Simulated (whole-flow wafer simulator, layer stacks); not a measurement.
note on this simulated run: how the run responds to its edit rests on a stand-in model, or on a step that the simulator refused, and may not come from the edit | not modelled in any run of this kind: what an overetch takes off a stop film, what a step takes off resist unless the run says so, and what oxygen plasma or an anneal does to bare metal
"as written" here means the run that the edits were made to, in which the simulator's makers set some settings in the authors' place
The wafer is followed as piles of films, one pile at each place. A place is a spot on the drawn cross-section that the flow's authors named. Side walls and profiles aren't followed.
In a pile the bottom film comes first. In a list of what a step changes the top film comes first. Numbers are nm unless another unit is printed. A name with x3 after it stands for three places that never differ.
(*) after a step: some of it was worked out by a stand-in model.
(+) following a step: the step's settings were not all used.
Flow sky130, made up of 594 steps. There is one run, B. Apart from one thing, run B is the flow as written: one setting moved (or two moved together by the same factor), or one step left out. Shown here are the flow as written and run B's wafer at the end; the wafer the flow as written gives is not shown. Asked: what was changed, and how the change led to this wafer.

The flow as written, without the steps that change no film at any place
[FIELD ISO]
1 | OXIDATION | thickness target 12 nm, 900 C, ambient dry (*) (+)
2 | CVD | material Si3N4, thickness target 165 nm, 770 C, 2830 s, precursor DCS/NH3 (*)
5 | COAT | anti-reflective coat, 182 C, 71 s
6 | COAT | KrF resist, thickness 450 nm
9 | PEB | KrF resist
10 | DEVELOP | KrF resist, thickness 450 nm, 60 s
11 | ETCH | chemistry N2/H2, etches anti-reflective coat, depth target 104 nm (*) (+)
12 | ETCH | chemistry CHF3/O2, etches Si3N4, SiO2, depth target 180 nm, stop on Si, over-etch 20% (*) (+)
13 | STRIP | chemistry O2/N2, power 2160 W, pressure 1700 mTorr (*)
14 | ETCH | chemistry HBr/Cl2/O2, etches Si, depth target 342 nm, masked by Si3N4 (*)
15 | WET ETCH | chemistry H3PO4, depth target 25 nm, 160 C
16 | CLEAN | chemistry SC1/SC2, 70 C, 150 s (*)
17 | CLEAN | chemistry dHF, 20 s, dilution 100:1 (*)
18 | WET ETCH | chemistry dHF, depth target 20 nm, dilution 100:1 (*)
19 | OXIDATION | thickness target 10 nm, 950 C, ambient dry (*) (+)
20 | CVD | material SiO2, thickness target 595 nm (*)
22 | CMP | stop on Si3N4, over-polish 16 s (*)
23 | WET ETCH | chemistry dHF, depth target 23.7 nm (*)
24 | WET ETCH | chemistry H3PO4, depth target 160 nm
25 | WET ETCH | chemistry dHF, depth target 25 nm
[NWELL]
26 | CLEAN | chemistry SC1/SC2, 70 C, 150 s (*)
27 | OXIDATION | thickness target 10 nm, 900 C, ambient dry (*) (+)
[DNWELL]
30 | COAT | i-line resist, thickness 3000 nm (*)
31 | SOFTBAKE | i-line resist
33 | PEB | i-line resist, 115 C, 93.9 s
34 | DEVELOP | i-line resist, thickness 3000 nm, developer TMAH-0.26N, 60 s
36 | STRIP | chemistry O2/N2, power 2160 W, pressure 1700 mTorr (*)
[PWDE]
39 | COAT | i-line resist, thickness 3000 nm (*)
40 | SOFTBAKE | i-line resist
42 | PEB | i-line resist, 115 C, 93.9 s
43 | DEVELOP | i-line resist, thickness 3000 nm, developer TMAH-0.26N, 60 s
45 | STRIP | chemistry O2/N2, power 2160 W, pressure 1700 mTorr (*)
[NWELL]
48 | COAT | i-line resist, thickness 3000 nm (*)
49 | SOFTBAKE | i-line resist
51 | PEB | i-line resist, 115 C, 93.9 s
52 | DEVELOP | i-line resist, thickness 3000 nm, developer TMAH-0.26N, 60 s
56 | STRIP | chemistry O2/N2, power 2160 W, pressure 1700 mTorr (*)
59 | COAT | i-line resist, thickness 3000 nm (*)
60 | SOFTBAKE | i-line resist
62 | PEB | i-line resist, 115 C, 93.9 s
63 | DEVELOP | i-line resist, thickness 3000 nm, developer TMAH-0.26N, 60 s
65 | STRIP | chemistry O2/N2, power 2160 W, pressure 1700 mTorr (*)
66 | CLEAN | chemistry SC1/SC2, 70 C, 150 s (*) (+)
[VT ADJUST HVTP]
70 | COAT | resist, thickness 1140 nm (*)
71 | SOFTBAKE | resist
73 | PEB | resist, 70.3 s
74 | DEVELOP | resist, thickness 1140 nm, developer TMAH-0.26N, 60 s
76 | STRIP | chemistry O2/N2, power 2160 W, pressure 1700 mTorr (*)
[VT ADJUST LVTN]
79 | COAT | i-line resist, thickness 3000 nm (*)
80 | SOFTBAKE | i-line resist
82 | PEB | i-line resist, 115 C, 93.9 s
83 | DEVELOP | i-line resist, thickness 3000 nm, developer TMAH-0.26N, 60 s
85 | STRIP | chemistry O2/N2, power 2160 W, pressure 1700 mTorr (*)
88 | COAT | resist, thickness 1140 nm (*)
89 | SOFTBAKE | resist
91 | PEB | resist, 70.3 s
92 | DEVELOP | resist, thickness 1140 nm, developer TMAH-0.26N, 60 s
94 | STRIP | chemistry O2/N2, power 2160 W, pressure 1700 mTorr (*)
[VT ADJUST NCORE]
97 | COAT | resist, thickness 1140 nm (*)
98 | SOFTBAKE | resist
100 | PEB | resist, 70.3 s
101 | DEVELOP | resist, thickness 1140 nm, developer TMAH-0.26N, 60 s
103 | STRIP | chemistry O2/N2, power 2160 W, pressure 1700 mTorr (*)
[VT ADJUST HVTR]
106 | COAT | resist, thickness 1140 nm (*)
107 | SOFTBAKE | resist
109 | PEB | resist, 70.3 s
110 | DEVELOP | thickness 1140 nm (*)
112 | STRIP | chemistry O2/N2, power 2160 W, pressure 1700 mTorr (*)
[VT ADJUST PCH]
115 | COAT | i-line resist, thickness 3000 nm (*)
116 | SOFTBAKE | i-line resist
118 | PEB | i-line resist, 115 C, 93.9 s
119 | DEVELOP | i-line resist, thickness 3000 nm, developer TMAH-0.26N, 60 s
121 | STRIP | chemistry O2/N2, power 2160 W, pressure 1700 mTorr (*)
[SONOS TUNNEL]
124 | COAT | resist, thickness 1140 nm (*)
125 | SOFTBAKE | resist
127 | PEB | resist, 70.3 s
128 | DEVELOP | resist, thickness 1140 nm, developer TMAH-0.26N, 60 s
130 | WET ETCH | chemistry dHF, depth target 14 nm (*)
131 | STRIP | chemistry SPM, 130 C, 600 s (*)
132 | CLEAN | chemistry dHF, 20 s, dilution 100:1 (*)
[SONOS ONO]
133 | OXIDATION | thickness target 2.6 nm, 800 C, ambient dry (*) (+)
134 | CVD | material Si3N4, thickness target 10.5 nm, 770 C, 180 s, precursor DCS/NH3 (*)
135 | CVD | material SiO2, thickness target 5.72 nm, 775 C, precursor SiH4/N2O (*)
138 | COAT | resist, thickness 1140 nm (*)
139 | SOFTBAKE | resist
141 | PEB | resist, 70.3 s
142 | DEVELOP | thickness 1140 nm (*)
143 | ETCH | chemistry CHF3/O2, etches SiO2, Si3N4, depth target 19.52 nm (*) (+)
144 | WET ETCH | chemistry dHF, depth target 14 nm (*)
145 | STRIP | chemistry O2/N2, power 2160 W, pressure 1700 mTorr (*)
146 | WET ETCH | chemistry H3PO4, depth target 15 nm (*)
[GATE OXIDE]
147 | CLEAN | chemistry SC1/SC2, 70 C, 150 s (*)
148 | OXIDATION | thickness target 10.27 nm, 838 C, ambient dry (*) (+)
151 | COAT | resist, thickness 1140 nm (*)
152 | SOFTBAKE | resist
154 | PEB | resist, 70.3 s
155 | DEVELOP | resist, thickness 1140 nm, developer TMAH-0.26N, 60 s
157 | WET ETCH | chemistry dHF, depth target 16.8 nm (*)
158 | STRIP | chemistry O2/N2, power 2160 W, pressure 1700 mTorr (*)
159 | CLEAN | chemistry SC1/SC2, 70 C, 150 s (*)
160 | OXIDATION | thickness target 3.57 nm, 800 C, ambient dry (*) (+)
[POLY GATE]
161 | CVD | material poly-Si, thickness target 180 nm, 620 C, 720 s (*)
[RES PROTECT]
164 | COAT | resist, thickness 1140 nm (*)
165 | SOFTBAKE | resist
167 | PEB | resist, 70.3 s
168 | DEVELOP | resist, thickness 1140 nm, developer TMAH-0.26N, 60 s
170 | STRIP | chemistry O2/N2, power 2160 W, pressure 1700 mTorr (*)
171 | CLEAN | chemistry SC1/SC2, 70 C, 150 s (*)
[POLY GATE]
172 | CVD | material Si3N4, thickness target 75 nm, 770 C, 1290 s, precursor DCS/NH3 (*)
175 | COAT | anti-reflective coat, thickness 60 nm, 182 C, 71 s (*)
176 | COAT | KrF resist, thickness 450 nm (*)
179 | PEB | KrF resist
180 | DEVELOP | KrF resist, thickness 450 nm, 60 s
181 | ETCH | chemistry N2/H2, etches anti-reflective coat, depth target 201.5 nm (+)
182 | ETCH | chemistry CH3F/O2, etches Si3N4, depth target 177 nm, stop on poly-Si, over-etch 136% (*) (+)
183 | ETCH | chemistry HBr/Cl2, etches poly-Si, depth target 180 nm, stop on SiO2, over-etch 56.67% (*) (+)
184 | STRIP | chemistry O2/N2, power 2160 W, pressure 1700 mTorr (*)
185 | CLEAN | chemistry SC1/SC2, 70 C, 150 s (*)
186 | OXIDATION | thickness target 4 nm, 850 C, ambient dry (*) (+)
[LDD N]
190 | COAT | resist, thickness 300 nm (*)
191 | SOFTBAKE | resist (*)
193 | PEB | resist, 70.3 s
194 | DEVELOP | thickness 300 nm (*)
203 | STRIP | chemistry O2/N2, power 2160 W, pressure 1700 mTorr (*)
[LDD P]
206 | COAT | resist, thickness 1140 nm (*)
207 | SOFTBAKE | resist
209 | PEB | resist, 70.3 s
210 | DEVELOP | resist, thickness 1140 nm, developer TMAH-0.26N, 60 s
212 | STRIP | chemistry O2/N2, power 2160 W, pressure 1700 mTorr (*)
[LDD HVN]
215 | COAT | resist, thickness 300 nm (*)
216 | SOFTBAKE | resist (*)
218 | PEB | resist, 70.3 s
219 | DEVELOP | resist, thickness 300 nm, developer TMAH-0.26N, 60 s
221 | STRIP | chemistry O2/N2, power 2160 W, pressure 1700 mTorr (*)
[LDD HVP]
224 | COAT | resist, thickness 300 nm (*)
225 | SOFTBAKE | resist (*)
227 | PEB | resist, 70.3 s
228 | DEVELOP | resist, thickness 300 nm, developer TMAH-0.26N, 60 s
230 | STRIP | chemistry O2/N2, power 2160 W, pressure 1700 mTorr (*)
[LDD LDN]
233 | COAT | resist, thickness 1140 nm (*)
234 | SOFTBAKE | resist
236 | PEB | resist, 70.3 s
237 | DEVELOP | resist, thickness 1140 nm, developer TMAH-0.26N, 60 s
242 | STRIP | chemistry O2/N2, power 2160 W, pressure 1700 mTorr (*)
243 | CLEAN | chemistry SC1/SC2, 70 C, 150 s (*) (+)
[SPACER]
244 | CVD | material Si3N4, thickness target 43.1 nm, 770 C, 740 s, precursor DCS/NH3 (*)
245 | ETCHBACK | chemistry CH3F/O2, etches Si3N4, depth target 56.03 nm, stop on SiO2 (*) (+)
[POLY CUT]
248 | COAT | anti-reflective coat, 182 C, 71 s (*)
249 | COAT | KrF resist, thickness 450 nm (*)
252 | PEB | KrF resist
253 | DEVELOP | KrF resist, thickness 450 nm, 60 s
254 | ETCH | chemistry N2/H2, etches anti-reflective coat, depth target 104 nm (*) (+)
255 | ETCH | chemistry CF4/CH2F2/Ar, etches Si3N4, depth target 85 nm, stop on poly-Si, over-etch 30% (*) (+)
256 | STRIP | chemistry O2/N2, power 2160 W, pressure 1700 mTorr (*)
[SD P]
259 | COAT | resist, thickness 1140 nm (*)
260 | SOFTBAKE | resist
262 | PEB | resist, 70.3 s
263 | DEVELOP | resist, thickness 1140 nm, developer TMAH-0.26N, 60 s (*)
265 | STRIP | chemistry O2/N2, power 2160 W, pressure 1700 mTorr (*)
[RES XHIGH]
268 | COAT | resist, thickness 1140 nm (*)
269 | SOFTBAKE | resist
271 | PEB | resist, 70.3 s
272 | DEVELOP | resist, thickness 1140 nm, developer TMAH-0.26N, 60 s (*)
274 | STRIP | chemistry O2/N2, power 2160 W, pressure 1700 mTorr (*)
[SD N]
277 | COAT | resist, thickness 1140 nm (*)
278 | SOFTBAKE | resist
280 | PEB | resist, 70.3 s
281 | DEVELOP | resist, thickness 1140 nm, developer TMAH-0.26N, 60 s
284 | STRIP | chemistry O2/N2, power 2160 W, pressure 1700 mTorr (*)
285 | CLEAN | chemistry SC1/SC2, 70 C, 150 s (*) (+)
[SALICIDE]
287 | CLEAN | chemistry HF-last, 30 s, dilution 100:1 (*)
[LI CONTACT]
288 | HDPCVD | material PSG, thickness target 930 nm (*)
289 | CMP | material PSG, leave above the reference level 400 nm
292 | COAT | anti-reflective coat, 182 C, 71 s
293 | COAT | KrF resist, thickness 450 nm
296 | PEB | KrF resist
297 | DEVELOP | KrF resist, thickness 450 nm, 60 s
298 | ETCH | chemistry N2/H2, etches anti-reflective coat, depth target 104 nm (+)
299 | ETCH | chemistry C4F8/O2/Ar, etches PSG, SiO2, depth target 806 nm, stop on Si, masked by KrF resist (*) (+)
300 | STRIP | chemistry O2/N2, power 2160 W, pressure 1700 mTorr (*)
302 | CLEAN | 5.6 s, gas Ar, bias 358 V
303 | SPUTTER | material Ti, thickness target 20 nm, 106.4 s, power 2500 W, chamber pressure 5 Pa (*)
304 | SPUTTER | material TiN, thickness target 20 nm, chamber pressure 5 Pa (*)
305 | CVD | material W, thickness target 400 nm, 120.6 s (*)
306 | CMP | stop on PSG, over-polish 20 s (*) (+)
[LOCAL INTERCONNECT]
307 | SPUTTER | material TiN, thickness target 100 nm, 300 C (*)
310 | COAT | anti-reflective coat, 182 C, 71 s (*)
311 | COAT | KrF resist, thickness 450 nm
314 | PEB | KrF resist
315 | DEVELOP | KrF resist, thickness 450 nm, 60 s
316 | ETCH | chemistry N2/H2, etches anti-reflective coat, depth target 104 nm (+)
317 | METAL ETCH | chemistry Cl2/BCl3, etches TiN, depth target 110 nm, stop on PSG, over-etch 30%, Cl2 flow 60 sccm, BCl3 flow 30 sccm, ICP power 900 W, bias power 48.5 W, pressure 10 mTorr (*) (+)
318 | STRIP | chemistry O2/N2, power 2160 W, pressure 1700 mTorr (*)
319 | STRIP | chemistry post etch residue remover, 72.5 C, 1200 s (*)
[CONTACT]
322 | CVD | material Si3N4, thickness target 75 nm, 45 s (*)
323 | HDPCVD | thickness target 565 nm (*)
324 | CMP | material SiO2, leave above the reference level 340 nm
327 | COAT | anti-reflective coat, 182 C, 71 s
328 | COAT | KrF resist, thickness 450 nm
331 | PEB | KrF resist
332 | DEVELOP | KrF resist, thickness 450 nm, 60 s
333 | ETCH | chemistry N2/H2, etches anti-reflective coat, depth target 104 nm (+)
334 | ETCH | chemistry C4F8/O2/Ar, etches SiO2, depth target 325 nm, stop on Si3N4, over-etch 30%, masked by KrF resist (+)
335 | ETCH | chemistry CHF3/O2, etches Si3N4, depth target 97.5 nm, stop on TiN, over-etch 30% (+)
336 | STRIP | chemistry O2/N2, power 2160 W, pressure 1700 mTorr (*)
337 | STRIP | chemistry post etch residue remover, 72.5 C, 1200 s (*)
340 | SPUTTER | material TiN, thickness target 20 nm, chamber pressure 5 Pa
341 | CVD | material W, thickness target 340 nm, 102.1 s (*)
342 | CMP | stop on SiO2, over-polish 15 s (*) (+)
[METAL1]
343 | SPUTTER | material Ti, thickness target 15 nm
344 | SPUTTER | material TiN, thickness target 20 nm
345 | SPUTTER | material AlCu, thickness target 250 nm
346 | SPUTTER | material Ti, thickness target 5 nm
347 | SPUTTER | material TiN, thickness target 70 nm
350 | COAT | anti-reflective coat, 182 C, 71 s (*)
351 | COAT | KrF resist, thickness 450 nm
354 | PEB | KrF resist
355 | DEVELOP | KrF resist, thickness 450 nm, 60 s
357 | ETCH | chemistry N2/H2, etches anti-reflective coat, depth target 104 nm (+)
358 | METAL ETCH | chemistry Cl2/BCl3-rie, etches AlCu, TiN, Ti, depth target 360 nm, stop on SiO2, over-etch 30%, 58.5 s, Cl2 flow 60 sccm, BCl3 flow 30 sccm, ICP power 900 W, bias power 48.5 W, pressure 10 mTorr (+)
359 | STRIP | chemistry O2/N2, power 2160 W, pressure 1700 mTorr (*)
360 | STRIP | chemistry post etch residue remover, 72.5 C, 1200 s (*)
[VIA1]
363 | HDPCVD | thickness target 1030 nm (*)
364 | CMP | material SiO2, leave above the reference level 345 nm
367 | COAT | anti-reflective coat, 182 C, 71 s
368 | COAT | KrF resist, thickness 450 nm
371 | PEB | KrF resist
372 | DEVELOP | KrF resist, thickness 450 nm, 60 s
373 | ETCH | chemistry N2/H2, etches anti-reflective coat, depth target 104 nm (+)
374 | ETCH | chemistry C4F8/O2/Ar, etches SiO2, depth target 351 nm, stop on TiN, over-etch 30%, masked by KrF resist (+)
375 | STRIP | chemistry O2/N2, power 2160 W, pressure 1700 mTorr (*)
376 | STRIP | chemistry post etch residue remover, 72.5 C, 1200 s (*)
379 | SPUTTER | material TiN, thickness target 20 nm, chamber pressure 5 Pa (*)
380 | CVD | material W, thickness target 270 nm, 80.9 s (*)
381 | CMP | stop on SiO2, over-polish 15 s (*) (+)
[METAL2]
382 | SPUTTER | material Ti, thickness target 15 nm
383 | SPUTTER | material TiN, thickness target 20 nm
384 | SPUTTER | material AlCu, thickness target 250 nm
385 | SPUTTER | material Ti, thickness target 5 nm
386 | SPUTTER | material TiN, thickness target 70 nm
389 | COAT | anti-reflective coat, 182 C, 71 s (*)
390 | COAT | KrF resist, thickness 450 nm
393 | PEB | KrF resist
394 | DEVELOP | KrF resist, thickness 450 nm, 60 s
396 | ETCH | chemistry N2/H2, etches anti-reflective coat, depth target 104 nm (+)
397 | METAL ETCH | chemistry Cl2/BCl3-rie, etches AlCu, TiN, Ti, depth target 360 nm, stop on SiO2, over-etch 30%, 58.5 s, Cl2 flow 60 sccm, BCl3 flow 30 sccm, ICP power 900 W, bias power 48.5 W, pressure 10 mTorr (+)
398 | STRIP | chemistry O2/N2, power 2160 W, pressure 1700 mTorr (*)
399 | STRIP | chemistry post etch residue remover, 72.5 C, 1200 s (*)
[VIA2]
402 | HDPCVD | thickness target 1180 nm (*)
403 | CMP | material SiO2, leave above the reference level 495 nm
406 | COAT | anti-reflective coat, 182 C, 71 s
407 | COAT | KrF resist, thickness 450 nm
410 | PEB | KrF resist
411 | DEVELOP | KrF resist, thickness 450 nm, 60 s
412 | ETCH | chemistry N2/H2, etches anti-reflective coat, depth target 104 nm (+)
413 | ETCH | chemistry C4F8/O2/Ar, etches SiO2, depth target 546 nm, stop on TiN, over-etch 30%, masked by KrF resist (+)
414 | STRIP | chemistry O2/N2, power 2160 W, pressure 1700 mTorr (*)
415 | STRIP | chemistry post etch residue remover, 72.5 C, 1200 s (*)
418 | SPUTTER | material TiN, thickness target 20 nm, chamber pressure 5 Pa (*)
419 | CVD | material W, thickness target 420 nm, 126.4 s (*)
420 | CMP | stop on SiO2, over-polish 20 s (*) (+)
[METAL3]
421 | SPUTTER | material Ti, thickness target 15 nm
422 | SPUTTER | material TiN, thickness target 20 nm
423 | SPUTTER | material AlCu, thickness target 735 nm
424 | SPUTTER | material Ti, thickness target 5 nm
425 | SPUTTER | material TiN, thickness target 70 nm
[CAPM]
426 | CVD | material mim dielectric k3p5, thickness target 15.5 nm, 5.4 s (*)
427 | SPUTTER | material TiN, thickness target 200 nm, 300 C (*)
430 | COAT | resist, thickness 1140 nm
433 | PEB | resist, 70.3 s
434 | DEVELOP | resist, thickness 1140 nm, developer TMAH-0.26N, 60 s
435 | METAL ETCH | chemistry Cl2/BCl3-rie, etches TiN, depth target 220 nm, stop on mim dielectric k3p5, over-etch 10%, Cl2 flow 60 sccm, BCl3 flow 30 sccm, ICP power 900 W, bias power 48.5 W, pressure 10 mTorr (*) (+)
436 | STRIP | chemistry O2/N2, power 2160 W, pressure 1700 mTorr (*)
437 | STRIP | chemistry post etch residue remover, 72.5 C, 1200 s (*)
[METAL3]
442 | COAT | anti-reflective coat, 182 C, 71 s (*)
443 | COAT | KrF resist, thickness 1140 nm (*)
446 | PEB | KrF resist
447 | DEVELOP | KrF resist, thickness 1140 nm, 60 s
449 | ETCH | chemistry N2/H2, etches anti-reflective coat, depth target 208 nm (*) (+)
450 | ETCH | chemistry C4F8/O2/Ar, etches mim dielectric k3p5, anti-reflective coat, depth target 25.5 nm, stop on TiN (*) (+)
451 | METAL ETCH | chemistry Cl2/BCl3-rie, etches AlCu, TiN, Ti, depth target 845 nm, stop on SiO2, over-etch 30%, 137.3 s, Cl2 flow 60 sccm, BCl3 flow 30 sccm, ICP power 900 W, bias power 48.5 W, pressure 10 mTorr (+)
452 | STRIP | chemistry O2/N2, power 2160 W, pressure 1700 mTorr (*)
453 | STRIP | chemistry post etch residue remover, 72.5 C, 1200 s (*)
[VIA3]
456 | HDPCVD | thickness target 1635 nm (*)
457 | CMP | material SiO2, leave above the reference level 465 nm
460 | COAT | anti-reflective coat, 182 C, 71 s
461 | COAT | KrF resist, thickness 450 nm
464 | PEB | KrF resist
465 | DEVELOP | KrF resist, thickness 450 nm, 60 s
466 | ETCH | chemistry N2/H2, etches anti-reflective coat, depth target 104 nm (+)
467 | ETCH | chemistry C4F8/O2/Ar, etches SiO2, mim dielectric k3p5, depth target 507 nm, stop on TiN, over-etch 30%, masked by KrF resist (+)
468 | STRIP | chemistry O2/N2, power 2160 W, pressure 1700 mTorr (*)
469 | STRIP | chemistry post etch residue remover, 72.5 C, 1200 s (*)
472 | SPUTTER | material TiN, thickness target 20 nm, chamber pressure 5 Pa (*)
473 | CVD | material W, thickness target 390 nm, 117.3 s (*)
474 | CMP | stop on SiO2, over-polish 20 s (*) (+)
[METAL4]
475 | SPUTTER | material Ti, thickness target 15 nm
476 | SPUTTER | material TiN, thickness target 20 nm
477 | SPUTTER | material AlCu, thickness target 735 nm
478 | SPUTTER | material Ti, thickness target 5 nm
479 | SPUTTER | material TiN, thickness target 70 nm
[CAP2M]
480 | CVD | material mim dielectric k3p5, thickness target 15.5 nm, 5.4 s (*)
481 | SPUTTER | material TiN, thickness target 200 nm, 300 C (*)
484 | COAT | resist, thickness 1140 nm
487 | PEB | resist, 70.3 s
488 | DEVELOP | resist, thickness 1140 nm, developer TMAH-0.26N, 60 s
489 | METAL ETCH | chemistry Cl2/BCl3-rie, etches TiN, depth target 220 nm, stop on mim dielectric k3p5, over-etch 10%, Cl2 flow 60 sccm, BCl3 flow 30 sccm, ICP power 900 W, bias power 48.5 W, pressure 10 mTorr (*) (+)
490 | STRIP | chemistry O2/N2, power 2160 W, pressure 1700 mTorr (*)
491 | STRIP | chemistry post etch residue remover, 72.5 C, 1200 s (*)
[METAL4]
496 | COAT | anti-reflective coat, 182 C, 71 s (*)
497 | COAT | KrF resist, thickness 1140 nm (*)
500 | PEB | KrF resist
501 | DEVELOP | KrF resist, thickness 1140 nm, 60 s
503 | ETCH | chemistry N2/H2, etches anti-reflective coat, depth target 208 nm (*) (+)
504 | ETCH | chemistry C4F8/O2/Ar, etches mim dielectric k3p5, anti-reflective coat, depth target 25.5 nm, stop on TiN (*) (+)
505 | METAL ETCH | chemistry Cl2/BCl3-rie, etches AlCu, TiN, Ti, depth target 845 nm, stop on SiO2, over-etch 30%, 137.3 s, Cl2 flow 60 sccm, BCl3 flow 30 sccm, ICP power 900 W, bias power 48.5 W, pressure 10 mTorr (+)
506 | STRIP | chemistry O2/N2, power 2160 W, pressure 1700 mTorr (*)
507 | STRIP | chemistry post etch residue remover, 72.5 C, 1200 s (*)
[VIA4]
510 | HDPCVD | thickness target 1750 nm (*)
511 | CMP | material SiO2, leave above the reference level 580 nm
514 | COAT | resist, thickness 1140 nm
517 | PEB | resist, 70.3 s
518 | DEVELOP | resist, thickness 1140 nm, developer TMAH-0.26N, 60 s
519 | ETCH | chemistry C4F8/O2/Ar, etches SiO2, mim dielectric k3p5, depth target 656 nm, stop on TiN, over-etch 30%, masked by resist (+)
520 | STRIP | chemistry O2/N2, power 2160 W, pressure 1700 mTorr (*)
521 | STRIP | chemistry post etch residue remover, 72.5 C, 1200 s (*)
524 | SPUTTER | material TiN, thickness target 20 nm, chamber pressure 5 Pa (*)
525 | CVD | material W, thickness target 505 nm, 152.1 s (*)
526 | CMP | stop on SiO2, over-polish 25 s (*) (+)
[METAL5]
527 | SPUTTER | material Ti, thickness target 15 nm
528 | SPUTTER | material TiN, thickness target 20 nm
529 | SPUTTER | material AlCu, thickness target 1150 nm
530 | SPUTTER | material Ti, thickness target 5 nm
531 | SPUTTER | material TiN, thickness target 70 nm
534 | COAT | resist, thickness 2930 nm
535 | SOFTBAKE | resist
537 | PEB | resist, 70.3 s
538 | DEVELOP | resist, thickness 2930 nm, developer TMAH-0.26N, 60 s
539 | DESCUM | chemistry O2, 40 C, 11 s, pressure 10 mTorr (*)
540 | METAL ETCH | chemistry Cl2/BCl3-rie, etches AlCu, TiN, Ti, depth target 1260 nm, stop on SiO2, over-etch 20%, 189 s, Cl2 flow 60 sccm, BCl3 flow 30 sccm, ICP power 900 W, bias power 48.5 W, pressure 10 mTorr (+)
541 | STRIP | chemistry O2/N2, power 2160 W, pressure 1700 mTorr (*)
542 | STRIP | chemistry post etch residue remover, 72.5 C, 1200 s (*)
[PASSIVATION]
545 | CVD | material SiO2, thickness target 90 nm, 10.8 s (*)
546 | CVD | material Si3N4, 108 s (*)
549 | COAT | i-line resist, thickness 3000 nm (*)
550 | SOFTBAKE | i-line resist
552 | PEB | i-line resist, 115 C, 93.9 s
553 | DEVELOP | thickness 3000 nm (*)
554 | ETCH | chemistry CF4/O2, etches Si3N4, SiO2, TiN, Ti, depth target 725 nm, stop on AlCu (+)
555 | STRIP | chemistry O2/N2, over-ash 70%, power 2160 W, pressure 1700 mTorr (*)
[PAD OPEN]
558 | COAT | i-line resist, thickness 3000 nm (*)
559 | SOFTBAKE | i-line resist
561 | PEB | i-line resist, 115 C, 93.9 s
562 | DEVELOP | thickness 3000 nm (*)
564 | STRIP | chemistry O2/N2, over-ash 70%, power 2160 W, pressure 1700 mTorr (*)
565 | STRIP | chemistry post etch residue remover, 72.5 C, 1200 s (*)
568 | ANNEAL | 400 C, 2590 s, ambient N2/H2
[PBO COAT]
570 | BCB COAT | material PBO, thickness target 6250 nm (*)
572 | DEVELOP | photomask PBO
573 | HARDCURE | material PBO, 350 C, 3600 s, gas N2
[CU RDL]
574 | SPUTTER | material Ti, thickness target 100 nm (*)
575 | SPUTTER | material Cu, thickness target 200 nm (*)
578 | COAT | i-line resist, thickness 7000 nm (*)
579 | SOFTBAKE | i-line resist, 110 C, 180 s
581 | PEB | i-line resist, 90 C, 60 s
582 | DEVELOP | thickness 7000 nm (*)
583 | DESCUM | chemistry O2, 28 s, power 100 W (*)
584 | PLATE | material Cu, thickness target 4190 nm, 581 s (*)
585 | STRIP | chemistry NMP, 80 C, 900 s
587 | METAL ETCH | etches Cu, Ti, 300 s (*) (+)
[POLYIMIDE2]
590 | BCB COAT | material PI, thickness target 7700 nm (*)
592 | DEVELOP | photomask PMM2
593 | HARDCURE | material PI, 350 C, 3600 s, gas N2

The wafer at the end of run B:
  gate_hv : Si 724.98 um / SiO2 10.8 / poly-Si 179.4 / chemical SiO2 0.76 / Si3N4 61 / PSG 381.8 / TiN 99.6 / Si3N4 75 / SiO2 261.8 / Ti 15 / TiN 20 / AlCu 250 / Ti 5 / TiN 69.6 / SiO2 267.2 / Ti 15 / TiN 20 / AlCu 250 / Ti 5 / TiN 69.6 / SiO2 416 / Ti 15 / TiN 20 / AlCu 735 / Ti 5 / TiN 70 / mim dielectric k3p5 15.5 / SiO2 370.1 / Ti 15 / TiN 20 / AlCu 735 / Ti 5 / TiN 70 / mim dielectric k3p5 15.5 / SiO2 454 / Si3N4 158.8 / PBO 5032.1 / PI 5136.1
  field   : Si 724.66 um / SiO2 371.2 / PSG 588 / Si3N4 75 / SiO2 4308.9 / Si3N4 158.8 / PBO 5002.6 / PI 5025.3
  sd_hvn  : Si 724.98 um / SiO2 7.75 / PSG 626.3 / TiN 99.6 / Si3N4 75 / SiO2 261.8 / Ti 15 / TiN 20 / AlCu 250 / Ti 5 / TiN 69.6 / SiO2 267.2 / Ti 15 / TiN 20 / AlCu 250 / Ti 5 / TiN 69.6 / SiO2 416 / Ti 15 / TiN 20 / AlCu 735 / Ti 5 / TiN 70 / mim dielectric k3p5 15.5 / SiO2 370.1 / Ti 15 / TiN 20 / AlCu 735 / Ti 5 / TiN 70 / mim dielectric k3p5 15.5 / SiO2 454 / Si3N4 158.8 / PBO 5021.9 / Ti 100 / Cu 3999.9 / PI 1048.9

What caused this: step 511, CMP: leave above the reference level 450 nm was run, though the flow has leave above the reference level 580 nm.

Step by step, how the change led to this:
  511 | CMP | material SiO2, leave above the reference level 580 nm
      n_well, p_well, gate_hv and 99 more: SiO2 loses 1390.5 (it would be, as written: SiO2 loses 1260.5)
      field, active, gate and 77 more: SiO2 loses 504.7 (it would be, as written: SiO2 loses 374.7)
      (also at 11 further places)
  519 | ETCH | chemistry C4F8/O2/Ar, etches SiO2, mim dielectric k3p5, depth target 656 nm, stop on TiN, over-etch 30%, masked by resist (+)
      field, active, n_well and 188 more: resist loses 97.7 (it would be, as written: resist loses 131.2)
      m1: SiO2 loses 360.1 (all of it), mim dielectric k3p5 loses 15.5 (all of it) (it would be, as written: SiO2 loses 490.1 (all of it), mim dielectric k3p5 loses 15.5 (all of it))
      (also at 1 further place)
  520 | STRIP | chemistry O2/N2, power 2160 W, pressure 1700 mTorr (*)
      field, active, n_well and 188 more: resist loses 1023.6 (all of it) (it would be, as written: resist loses 990.1 (all of it))
  524 | SPUTTER | material TiN, thickness target 20 nm, chamber pressure 5 Pa (*)
      m1, via4_hole: TiN gains 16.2 (it would be, as written: TiN gains 15.3)
  525 | CVD | material W, thickness target 505 nm, 152.1 s (*)
      m1: W gains 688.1 (new film) (it would be, as written: W gains 1015.8 (new film))
      via4_hole: W gains 689.2 (new film) (it would be, as written: W gains 1015.2 (new film))
  526 | CMP | stop on SiO2, over-polish 25 s (*) (+)
      m1: W loses 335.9 (it would be, as written: W loses 532.7)
      via4_hole: W loses 337.6 (it would be, as written: W loses 532.7)
